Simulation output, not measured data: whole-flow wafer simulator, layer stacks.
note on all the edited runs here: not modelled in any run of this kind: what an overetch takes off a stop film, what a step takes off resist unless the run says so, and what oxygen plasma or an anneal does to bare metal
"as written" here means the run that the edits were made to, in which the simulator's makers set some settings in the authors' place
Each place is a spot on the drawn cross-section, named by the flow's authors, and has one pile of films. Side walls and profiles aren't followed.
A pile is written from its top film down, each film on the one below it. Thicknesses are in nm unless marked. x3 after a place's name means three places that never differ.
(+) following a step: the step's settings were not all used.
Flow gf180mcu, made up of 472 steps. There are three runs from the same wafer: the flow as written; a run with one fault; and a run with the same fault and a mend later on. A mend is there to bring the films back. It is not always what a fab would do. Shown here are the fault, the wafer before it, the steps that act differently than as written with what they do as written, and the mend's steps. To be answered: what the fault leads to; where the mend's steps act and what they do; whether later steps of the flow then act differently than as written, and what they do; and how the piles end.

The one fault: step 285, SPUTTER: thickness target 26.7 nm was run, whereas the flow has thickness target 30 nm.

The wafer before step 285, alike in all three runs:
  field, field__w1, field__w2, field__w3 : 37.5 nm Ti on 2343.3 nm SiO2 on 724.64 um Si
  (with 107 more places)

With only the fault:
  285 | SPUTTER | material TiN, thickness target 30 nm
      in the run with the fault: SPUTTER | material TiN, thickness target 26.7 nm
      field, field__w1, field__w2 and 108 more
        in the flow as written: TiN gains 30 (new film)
        in the run with the fault: TiN gains 26.7 (new film)
  Steps later in the flow that act otherwise than as written (1 more step, not shown, differs only slightly: by at most 2% or 0.5 nm, whichever is larger):
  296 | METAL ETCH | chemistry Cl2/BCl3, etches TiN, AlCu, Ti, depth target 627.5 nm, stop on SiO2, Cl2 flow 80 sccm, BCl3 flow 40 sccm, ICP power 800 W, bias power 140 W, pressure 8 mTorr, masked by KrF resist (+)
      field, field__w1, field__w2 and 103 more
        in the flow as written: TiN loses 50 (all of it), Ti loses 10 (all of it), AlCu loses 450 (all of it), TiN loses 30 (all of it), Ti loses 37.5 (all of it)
        in the run with the fault: TiN loses 50 (all of it), Ti loses 10 (all of it), AlCu loses 450 (all of it), TiN loses 26.7 (all of it), Ti loses 37.5 (all of it)
  At field__w8, contact, m1, m1__w1, m1_nw, the piles at the end differ from the flow's by more than 2% or 0.5 nm, whichever is larger.
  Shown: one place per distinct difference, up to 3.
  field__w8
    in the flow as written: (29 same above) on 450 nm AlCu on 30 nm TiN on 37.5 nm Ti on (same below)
    in the run with the fault: (29 same above) on 450 nm AlCu on 26.7 nm TiN on 37.5 nm Ti on (same below)
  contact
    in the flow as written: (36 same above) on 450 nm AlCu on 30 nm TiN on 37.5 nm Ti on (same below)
    in the run with the fault: (36 same above) on 450 nm AlCu on 26.7 nm TiN on 37.5 nm Ti on (same below)

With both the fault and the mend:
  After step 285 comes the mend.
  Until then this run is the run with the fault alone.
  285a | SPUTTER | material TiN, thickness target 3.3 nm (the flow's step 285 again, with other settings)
      field, field__w1, field__w2 and 108 more
        TiN gains 3.3
  Every later step of the flow that is run acts as written at every place that is followed.
  The piles end the same as the flow's at every place that both follow.
